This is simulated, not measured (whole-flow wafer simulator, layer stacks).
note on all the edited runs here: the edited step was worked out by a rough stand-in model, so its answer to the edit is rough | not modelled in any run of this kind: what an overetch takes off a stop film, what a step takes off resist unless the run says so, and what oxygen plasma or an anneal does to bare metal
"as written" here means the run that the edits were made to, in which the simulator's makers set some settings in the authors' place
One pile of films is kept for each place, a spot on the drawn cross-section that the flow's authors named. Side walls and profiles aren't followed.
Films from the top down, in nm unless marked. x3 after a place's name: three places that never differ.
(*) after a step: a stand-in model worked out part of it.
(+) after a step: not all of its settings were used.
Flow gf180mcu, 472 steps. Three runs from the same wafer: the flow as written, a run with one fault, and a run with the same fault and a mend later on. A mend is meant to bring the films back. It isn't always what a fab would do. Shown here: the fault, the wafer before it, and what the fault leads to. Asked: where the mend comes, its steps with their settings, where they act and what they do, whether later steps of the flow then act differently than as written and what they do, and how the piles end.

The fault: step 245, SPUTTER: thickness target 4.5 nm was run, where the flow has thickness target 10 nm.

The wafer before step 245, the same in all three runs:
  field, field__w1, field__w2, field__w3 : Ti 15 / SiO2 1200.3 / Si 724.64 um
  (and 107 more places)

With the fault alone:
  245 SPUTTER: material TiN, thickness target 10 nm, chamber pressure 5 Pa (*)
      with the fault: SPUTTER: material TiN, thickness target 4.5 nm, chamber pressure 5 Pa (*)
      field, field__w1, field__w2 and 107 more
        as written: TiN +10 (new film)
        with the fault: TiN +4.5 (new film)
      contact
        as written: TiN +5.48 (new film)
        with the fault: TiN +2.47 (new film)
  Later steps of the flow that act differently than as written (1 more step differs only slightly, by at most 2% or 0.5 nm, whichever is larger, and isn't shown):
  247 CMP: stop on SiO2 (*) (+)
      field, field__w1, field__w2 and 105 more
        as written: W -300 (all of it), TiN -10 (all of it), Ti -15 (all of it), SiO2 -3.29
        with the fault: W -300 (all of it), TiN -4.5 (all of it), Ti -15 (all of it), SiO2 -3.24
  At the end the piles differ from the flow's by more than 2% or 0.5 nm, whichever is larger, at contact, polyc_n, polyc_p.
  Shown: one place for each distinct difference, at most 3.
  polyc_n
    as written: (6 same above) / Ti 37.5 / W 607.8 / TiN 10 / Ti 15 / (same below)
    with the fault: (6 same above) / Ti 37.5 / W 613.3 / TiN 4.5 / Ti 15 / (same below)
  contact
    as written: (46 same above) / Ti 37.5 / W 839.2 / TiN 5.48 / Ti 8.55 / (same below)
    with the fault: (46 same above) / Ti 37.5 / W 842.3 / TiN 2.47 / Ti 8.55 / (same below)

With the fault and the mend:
  The mend comes after step 245.
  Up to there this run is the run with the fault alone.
  245a SPUTTER: material TiN, thickness target 5.5 nm, chamber pressure 5 Pa (*) (the flow's step 245 once more, with other settings)
      field, field__w1, field__w2 and 107 more
        TiN +5.5
      contact
        TiN +3.01
  No later step of the flow acts differently than as written at any place that is followed.
  At the end the piles are the same as the flow's at every place that both follow.
